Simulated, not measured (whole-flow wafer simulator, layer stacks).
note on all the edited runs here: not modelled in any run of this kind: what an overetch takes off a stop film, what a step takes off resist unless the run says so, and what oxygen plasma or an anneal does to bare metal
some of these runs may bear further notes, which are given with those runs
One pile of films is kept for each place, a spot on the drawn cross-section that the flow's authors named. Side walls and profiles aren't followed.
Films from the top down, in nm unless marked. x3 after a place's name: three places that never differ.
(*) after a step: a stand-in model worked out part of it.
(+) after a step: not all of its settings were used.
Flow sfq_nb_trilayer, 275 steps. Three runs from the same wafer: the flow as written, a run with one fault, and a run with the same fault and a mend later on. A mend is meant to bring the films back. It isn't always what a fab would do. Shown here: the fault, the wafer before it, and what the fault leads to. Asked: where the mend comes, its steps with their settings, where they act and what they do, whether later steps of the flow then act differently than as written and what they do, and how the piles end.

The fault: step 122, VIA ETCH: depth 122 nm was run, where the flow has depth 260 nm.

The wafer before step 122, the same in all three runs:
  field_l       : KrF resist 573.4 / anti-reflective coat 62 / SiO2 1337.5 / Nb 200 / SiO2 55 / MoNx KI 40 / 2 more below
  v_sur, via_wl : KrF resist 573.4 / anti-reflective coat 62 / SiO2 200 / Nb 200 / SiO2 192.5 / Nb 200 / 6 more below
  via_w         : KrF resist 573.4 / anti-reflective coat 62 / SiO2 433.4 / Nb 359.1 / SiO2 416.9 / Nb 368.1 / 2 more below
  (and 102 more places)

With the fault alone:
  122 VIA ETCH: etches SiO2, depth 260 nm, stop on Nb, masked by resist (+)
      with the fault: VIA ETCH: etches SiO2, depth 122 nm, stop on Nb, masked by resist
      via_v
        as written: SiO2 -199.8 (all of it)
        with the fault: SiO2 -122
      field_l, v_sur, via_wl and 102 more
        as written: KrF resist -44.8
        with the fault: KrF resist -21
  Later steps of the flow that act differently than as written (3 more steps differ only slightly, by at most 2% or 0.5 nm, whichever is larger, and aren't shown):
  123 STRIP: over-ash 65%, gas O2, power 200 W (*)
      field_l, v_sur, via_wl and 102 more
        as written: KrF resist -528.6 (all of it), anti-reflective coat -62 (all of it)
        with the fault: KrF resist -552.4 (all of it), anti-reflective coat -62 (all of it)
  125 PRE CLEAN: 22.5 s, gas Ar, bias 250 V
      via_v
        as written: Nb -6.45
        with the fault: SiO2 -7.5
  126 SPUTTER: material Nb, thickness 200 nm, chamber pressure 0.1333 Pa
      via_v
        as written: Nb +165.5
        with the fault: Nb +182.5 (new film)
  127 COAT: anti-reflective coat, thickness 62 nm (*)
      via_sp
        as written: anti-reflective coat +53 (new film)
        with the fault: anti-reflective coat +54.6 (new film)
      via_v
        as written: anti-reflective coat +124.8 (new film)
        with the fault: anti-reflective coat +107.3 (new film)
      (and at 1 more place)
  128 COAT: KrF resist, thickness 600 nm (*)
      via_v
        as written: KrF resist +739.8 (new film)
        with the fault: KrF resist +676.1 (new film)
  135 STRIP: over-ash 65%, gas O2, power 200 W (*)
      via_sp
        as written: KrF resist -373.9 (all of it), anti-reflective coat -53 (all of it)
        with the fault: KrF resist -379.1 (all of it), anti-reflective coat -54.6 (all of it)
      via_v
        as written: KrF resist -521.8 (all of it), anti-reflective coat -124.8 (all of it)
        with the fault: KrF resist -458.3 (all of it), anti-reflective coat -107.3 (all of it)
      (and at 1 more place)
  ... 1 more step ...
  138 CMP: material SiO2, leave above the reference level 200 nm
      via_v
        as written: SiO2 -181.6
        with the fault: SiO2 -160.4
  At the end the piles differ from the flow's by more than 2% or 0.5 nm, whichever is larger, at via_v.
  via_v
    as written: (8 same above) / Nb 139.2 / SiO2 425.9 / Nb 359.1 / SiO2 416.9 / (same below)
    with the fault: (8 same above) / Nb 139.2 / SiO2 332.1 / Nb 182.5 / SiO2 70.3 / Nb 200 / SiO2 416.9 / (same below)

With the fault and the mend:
  The mend comes after step 122.
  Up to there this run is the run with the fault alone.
  122a VIA ETCH: etches SiO2, depth 138 nm, stop on Nb, masked by resist (+) (the flow's step 122 once more, with other settings)
      field_l, v_sur, via_wl and 102 more
        KrF resist -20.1
      via_v
        SiO2 -77.8 (all of it)
  No later step of the flow acts differently than as written, at any place that is followed, by more than 2% or 0.5 nm, whichever is larger.
  At the end the piles are the same as the flow's at every place that both follow.
